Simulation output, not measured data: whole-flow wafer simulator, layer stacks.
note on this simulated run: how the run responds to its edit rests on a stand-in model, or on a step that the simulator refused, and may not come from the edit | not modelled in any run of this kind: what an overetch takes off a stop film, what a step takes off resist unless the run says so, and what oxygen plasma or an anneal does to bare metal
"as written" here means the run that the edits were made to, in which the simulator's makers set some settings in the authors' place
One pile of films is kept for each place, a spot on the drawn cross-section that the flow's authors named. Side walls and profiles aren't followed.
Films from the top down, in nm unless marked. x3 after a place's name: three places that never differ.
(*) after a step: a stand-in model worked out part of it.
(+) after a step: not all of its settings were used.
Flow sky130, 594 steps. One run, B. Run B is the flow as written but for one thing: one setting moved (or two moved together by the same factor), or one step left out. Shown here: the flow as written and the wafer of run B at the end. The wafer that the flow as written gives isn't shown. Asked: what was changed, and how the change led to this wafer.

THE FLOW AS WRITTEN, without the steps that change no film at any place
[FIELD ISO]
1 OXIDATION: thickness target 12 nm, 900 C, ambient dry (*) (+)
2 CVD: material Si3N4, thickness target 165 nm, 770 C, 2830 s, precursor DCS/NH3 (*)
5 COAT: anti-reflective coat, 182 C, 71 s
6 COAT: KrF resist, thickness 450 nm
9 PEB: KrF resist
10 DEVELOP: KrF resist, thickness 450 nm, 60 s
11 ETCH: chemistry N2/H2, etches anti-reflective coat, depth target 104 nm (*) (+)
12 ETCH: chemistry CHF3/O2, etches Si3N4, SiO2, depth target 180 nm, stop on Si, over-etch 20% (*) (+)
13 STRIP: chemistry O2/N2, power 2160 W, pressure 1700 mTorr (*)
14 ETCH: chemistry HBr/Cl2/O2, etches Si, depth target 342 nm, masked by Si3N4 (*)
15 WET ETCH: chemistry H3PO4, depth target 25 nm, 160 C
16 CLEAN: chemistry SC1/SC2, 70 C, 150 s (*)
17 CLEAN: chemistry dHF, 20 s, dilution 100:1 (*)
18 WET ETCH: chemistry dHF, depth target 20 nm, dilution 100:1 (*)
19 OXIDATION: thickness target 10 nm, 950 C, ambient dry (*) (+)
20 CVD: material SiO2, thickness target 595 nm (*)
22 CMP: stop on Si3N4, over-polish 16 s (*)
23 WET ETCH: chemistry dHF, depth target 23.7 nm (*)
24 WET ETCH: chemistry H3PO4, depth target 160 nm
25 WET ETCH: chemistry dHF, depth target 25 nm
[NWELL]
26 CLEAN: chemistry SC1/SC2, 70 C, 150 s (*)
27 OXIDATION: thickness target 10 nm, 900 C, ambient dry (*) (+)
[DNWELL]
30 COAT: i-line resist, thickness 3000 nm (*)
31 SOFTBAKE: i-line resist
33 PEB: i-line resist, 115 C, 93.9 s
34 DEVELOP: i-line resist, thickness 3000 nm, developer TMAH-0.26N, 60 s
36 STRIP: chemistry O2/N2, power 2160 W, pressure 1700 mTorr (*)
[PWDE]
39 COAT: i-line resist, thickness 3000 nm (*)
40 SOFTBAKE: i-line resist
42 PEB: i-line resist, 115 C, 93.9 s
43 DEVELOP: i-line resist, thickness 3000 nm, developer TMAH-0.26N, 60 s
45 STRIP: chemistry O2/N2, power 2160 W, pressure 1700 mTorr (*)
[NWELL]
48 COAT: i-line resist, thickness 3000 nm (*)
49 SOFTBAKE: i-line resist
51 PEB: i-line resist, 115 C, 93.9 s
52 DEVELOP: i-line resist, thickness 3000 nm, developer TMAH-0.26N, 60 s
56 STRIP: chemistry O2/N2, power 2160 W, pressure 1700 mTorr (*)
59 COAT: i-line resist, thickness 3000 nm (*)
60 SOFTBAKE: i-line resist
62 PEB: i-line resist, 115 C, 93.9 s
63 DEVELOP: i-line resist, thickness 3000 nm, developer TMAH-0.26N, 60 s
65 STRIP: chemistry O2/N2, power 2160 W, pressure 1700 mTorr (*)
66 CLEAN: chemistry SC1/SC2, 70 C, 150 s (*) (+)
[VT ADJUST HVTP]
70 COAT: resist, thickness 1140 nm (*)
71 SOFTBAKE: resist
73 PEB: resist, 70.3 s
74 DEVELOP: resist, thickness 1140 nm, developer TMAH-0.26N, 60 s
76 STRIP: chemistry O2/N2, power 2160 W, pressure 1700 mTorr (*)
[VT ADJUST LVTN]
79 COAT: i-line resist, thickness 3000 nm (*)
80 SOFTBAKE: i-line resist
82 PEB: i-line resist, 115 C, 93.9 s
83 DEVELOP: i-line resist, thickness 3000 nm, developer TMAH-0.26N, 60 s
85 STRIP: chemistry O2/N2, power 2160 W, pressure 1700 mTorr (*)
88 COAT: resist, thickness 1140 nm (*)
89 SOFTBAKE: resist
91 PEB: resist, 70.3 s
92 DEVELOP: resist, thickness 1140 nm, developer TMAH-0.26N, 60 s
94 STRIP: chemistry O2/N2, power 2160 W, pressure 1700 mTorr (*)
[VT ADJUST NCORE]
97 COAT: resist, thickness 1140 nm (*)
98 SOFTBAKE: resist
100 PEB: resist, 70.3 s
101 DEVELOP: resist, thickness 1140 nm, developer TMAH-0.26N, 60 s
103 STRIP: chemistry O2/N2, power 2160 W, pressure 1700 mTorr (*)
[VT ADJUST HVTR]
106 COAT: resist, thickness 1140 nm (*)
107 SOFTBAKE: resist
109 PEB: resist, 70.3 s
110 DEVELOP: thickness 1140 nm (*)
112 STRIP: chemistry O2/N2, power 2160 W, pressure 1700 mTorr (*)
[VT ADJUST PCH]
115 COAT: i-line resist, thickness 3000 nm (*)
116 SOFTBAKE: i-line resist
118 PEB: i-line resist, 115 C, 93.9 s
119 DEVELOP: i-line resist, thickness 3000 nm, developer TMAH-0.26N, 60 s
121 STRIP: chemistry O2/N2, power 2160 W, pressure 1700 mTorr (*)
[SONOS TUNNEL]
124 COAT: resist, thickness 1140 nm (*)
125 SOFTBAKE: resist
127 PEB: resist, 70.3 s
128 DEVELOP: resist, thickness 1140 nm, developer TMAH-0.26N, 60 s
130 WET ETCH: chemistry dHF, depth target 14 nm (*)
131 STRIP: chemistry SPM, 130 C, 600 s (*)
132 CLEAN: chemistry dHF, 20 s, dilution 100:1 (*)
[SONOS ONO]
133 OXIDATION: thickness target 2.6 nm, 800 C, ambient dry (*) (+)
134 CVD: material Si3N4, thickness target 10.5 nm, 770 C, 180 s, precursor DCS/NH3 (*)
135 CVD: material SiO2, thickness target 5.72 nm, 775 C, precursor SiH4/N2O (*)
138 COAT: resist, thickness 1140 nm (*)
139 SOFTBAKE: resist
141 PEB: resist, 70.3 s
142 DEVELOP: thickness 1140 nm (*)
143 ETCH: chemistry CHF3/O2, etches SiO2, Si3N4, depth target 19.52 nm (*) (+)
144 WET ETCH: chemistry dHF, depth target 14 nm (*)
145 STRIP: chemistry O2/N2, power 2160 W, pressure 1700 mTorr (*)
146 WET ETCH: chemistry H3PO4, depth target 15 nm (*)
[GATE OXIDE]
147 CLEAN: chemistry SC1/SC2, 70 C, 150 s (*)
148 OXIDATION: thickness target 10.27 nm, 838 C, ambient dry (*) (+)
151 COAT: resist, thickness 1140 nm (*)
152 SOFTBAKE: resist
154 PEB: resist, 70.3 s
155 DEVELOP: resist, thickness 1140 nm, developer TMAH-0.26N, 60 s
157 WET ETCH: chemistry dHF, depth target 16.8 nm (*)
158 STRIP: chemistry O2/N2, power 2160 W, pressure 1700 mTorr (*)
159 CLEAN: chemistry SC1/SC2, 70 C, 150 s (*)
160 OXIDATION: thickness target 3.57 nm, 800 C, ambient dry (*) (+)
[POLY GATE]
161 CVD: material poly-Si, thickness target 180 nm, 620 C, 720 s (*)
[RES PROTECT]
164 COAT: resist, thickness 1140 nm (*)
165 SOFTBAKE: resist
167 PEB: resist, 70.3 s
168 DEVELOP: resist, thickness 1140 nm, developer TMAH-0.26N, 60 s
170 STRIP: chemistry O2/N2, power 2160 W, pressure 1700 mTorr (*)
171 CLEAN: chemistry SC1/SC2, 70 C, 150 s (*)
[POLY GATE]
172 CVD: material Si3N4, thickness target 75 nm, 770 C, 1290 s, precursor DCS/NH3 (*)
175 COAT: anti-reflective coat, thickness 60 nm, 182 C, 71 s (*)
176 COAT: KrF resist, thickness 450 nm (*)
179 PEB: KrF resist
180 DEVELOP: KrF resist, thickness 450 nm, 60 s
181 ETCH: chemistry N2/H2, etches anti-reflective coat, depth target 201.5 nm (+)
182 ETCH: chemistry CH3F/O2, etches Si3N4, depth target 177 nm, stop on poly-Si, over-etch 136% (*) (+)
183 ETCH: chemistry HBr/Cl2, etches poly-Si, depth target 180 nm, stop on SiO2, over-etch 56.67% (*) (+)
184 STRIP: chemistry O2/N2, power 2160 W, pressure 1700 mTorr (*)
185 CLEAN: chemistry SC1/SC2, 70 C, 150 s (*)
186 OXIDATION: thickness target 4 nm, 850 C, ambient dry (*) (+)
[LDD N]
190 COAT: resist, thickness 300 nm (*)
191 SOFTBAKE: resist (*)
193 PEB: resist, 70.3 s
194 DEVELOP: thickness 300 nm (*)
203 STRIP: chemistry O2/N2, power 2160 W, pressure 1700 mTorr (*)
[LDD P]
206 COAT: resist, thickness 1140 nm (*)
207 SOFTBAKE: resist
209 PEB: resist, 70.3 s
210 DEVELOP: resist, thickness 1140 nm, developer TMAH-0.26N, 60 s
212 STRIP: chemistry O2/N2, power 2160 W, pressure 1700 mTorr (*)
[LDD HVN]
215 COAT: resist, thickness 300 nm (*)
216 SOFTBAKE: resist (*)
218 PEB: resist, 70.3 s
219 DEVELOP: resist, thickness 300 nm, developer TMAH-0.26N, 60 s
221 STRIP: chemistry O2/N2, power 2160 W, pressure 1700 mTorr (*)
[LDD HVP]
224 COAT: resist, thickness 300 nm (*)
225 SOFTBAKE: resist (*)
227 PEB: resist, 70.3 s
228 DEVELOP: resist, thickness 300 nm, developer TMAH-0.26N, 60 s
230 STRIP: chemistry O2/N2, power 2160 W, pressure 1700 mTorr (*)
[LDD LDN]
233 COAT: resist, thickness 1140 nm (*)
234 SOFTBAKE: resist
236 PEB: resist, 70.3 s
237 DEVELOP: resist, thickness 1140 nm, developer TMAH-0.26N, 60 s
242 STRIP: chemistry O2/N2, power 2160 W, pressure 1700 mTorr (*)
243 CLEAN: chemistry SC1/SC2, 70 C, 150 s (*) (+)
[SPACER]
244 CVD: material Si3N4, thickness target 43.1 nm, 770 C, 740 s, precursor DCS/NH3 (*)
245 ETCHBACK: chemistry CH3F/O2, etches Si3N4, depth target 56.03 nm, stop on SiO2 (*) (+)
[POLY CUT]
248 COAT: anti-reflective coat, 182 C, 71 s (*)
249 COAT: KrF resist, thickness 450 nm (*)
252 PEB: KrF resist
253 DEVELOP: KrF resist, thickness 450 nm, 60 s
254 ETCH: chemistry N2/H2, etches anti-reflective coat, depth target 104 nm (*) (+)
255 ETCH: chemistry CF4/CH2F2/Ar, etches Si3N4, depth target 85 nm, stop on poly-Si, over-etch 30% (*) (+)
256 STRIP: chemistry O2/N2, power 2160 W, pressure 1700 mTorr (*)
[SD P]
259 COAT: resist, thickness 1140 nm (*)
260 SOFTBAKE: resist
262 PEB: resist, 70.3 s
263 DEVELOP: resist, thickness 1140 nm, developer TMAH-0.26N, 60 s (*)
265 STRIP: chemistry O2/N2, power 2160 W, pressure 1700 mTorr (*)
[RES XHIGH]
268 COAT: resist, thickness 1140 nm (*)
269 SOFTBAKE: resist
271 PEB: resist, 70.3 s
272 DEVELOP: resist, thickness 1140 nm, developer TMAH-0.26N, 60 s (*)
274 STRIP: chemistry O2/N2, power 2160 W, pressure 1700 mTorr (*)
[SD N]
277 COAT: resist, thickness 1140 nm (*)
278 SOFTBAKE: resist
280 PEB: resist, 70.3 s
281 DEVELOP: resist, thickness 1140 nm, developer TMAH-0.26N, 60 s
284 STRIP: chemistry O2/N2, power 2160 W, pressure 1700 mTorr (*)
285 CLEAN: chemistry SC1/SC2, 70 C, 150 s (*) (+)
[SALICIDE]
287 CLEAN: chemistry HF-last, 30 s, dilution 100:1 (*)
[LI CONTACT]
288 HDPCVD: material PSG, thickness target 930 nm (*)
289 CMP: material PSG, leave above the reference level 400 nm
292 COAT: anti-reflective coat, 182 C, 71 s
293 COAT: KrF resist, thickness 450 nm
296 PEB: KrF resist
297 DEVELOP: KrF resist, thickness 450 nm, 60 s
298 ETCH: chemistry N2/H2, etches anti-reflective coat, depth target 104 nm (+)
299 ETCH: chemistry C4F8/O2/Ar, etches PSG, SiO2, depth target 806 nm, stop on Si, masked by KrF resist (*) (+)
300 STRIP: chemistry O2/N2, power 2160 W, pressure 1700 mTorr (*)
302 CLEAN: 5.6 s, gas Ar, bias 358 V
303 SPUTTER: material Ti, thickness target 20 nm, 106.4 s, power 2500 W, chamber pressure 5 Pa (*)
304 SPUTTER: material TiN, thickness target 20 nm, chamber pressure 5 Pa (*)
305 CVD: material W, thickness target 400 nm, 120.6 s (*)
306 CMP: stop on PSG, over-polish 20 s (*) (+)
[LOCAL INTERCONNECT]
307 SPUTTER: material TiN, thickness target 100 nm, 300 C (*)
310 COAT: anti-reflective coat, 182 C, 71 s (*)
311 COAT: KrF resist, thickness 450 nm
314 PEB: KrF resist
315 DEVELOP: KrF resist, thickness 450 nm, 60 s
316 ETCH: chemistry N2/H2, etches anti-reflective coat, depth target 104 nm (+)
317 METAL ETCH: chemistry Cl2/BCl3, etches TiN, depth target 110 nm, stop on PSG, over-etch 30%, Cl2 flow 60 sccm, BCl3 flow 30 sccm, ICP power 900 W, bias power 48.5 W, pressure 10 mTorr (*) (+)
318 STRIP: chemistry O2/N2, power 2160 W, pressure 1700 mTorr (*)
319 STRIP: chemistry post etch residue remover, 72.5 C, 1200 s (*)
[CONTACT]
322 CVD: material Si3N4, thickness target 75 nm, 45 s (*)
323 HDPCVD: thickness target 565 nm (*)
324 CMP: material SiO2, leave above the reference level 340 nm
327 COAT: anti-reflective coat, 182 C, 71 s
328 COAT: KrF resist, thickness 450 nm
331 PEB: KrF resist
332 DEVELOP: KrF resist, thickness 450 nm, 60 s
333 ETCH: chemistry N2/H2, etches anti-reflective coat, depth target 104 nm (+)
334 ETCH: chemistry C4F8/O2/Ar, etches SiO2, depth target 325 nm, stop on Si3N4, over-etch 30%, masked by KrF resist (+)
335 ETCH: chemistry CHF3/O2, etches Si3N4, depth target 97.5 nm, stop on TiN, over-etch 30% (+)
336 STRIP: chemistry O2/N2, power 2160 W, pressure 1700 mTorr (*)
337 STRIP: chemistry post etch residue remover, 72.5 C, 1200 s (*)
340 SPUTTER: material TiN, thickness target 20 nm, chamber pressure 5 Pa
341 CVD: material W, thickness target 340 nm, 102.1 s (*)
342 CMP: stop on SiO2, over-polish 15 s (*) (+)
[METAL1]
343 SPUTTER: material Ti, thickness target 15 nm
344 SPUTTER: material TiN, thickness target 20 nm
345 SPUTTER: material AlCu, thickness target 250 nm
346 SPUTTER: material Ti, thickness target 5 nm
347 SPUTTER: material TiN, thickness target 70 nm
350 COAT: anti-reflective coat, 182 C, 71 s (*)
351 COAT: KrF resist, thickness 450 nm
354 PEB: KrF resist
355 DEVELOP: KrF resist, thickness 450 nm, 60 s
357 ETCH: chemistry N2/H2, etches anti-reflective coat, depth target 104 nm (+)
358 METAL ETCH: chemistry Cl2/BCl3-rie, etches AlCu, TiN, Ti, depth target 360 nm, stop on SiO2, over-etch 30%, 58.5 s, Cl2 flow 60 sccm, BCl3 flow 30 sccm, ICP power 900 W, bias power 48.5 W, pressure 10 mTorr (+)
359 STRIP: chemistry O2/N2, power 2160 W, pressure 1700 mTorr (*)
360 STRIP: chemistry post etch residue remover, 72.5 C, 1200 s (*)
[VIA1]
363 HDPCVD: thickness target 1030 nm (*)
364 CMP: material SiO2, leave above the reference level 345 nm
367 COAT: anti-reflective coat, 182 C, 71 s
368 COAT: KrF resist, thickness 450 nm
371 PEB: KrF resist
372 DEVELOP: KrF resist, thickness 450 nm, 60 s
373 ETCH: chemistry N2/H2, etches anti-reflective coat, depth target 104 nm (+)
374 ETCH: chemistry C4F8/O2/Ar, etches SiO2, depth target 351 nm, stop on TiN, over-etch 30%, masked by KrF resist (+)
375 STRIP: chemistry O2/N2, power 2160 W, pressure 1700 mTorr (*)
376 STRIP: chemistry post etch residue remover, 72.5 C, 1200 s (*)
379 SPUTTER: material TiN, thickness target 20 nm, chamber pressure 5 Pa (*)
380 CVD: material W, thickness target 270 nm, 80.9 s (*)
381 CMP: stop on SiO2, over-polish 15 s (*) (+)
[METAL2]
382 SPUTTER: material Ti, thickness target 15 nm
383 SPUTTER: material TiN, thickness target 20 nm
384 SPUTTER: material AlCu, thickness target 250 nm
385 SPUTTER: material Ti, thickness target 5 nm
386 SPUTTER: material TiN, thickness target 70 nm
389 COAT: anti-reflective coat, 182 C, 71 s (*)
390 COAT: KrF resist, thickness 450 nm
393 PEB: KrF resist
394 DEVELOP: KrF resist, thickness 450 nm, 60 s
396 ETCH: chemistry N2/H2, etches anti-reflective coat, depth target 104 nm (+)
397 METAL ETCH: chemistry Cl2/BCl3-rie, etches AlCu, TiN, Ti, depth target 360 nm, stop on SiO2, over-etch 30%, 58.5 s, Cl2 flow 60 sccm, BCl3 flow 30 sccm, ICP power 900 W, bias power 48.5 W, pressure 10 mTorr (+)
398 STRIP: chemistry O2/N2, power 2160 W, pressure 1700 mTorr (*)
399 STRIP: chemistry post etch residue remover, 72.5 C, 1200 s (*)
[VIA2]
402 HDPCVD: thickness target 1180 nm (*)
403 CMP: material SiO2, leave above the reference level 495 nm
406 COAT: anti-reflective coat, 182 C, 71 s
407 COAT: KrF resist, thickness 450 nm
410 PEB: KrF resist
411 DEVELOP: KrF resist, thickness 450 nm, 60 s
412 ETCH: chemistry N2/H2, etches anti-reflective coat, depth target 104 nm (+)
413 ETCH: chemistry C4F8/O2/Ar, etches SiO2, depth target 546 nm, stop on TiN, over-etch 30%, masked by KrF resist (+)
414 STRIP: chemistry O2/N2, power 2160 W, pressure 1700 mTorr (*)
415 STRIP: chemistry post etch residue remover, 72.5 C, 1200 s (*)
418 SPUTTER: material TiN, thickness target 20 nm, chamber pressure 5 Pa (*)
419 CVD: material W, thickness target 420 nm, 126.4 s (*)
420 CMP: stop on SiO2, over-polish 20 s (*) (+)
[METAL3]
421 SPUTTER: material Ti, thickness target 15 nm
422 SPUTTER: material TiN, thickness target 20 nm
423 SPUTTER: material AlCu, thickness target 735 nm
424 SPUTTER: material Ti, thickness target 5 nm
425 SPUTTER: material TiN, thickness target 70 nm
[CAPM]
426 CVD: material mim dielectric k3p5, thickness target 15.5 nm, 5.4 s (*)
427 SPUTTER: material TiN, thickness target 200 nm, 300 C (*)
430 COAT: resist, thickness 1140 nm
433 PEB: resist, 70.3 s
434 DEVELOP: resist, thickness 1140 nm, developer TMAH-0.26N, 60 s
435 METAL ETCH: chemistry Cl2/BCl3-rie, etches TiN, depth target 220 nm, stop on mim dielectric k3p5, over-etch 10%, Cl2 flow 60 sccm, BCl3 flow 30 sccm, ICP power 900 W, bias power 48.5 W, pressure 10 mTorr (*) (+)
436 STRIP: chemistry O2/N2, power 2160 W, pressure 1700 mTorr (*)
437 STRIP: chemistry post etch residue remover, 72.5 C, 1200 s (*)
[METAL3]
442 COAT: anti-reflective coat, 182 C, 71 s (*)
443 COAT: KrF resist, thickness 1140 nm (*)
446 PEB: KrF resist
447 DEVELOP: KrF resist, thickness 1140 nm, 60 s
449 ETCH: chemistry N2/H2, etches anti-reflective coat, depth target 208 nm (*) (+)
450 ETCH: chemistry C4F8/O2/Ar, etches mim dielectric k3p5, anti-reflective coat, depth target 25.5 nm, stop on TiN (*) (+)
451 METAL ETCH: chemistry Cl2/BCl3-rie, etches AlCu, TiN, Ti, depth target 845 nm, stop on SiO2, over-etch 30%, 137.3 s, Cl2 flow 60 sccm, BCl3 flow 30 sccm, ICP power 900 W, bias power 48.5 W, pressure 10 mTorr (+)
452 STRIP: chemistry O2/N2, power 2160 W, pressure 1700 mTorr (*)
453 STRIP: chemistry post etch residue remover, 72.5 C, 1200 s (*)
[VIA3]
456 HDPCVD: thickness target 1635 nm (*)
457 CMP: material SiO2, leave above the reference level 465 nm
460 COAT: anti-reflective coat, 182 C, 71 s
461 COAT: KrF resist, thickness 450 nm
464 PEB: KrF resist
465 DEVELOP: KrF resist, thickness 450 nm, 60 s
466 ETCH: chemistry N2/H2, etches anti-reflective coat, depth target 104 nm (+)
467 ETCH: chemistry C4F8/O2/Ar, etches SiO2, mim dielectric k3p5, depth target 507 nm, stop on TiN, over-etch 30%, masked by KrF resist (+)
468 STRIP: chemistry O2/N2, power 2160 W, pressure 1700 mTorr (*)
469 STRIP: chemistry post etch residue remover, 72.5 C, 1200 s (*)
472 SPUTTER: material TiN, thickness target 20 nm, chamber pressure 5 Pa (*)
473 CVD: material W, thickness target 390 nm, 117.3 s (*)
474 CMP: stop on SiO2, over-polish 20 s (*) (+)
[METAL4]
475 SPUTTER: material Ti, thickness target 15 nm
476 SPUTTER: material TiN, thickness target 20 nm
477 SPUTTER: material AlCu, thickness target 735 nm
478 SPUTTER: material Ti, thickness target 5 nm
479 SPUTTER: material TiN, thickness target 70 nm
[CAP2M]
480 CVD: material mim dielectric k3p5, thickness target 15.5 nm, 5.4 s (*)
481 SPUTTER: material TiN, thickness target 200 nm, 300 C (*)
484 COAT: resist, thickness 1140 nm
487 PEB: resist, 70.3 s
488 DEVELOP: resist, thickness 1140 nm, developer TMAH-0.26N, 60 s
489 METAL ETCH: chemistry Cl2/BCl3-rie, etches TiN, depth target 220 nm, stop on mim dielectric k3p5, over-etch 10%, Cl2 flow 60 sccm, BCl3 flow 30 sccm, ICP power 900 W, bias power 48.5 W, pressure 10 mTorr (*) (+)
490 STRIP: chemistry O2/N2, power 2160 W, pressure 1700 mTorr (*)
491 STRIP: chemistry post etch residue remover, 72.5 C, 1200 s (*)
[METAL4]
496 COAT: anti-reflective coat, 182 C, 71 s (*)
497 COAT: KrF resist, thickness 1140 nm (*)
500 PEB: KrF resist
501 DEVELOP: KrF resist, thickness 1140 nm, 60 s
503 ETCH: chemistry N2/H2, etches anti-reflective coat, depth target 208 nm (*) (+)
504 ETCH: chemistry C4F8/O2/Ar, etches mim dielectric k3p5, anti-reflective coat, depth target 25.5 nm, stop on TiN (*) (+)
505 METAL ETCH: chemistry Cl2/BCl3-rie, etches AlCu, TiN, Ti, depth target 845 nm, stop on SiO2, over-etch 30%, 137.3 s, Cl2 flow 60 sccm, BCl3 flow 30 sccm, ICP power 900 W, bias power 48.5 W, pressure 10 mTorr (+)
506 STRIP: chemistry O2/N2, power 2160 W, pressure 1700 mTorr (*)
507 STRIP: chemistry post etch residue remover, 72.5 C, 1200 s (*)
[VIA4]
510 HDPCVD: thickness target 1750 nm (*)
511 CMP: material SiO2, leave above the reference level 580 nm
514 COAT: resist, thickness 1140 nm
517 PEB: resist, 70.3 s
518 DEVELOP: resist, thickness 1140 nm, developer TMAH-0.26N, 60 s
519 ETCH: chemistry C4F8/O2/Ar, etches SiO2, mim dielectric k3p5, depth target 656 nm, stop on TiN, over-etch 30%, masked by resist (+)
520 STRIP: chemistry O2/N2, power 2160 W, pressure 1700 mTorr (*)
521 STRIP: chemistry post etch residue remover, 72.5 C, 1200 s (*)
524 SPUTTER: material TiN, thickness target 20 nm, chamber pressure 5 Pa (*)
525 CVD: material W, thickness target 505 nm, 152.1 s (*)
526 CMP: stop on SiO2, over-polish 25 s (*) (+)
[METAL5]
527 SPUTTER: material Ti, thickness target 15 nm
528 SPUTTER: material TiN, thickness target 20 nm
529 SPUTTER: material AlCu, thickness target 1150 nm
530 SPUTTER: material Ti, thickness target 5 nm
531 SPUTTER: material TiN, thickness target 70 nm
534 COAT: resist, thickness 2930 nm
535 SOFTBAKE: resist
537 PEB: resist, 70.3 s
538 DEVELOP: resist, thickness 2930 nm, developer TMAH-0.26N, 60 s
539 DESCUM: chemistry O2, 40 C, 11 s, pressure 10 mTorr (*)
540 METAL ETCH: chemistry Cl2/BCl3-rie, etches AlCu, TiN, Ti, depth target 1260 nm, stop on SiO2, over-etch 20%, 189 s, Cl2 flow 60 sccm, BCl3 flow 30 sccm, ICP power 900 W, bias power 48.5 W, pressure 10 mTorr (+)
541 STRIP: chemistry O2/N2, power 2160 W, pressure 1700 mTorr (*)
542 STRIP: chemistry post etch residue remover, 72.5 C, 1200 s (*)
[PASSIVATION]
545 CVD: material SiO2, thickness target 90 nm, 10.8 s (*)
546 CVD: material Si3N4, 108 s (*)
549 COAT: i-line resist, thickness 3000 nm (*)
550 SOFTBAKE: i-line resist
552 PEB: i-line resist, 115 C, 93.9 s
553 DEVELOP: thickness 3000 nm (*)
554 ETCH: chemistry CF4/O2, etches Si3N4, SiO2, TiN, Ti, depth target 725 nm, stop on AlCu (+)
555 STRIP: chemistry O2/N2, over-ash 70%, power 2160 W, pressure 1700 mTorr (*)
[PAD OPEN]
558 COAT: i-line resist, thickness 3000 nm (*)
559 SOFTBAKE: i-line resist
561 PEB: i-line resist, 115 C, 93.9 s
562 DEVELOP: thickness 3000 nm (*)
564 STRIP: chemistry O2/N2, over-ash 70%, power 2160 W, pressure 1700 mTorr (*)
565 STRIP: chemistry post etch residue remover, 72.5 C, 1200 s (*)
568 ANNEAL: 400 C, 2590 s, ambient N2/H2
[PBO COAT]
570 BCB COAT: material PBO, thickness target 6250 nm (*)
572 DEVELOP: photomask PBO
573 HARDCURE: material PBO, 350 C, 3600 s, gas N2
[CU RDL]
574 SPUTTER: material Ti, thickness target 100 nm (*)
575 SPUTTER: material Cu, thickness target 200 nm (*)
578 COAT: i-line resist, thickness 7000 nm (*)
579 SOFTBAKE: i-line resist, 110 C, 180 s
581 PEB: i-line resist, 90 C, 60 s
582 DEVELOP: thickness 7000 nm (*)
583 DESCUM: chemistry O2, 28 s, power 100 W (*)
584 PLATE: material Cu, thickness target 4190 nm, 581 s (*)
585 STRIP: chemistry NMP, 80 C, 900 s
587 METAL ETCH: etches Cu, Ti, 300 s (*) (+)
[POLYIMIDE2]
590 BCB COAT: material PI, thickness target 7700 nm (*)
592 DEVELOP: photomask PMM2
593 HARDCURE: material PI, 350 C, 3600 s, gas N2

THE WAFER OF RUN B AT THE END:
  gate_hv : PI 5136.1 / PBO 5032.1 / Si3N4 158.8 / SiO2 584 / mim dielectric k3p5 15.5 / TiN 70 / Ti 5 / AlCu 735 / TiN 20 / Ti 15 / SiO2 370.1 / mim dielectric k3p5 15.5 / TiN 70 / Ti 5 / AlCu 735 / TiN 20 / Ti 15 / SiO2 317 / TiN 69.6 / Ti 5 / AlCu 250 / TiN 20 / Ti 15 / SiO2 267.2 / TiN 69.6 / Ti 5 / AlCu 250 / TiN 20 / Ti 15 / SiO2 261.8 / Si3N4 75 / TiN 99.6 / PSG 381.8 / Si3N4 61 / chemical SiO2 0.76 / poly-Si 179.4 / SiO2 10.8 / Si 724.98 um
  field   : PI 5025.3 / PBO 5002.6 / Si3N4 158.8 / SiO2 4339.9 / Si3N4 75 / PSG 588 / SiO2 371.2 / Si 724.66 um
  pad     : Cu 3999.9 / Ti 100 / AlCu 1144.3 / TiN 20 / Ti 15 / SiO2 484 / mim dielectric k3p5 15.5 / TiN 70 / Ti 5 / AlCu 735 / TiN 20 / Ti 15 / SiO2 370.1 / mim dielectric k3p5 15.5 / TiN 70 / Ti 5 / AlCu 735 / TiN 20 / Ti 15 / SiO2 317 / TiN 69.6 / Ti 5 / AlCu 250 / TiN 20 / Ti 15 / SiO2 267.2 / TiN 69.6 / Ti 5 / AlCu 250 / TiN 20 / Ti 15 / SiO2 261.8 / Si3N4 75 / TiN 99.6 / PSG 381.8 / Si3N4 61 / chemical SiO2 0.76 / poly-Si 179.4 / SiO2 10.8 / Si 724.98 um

The cause: step 403, CMP: leave above the reference level 396 nm was run, where the flow has leave above the reference level 495 nm.

How the change led to this, step by step:
  403 CMP: material SiO2, leave above the reference level 495 nm
      n_well, p_well, gate_hv and 101 more: SiO2 -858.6 (as written it would be: SiO2 -759.6)
      field, active, gate and 82 more: SiO2 -488.1 (as written it would be: SiO2 -389.1)
      (and at 2 more places)
  413 ETCH: chemistry C4F8/O2/Ar, etches SiO2, depth target 546 nm, stop on TiN, over-etch 30%, masked by KrF resist (+)
      field, active, n_well and 186 more: KrF resist -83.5 (as written it would be: KrF resist -109.2)
      m1: SiO2 -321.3 (all of it) (as written it would be: SiO2 -420.3 (all of it))
      (and at 1 more place)
  414 STRIP: chemistry O2/N2, power 2160 W, pressure 1700 mTorr (*)
      field, active, n_well and 186 more: KrF resist -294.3 (all of it), anti-reflective coat -80 (all of it) (as written it would be: KrF resist -268.6 (all of it), anti-reflective coat -80 (all of it))
  418 SPUTTER: material TiN, thickness target 20 nm, chamber pressure 5 Pa (*)
      m1, via2_hole: TiN +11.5 (as written it would be: TiN +10.2)
  419 CVD: material W, thickness target 420 nm, 126.4 s (*)
      m1: W +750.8 (new film) (as written it would be: W +851.1 (new film))
      via2_hole: W +750.3 (new film) (as written it would be: W +850.7 (new film))
